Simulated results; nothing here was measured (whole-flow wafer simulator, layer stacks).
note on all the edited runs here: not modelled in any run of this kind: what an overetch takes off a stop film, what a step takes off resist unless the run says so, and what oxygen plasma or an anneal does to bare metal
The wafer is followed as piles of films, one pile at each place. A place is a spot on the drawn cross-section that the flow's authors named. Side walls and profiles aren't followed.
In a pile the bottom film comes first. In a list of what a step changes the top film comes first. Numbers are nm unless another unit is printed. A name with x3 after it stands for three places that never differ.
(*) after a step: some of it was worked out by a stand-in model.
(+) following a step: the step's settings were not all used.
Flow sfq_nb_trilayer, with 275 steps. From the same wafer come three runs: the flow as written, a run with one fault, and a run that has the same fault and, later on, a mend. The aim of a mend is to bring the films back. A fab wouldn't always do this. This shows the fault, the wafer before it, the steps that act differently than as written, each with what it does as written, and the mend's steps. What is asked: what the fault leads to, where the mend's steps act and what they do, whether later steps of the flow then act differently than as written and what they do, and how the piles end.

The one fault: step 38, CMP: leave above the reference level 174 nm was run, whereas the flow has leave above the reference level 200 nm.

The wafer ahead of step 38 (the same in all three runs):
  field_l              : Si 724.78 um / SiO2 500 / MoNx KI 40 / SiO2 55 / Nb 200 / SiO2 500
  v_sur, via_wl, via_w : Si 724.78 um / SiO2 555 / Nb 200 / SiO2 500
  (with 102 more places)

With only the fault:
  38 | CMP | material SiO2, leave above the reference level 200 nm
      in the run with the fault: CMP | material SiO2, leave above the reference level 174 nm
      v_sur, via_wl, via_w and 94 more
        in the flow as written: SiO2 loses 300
        in the run with the fault: SiO2 loses 326
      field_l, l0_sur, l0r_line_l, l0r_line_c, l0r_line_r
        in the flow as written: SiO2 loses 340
        in the run with the fault: SiO2 loses 366
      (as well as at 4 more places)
  Steps further on in the flow that do not act as written (3 other steps are not shown; they differ only slightly, by no more than 2% or 0.5 nm, whichever is larger):
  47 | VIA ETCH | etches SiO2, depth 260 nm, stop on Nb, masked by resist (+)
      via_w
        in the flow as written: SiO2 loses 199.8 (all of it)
        in the run with the fault: SiO2 loses 173.8 (all of it)
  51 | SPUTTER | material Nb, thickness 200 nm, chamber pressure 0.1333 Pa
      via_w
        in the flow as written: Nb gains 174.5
        in the run with the fault: Nb gains 179.9
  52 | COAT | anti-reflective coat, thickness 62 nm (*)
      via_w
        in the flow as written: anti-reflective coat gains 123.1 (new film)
        in the run with the fault: anti-reflective coat gains 116 (new film)
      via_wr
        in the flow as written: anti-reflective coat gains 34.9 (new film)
        in the run with the fault: anti-reflective coat gains 33.9 (new film)
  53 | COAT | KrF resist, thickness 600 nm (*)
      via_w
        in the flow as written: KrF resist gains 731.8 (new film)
        in the run with the fault: KrF resist gains 711.2 (new film)
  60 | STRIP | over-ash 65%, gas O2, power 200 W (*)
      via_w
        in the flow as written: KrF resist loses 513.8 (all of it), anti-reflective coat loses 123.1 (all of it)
        in the run with the fault: KrF resist loses 493.4 (all of it), anti-reflective coat loses 116 (all of it)
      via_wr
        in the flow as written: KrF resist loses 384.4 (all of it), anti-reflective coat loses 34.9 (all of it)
        in the run with the fault: KrF resist loses 388.3 (all of it), anti-reflective coat loses 33.9 (all of it)
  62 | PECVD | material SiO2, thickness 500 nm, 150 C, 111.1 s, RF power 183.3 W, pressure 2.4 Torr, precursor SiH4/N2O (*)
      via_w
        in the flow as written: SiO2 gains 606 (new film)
        in the run with the fault: SiO2 gains 550.1 (new film)
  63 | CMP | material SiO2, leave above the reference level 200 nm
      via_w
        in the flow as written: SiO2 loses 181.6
        in the run with the fault: SiO2 loses 157.1
  The piles end different from the flow's at v_sur, via_wl, via_w and 30 more by more than 2% or 0.5 nm, whichever is larger.
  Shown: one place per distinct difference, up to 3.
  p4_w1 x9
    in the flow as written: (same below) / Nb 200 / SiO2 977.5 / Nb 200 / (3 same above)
    in the run with the fault: (same below) / Nb 200 / SiO2 951.5 / Nb 200 / (3 same above)
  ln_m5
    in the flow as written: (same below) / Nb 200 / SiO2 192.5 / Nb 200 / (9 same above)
    in the run with the fault: (same below) / Nb 200 / SiO2 166.5 / Nb 200 / (9 same above)
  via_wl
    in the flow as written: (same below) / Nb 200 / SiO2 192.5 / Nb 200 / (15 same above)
    in the run with the fault: (same below) / Nb 200 / SiO2 166.5 / Nb 200 / (15 same above)

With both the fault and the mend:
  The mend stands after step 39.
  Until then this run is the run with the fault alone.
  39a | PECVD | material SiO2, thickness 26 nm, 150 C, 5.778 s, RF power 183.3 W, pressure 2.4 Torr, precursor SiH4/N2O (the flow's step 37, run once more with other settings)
      field_l, v_sur, via_wl and 103 more
        SiO2 gains 26
  Every later step of the flow that is run acts as written, at every place that is followed, to within 2% or 0.5 nm, whichever is larger.
  The piles end only slightly different from the flow's at the places that both follow, by no more than 2% or 0.5 nm, whichever is larger.
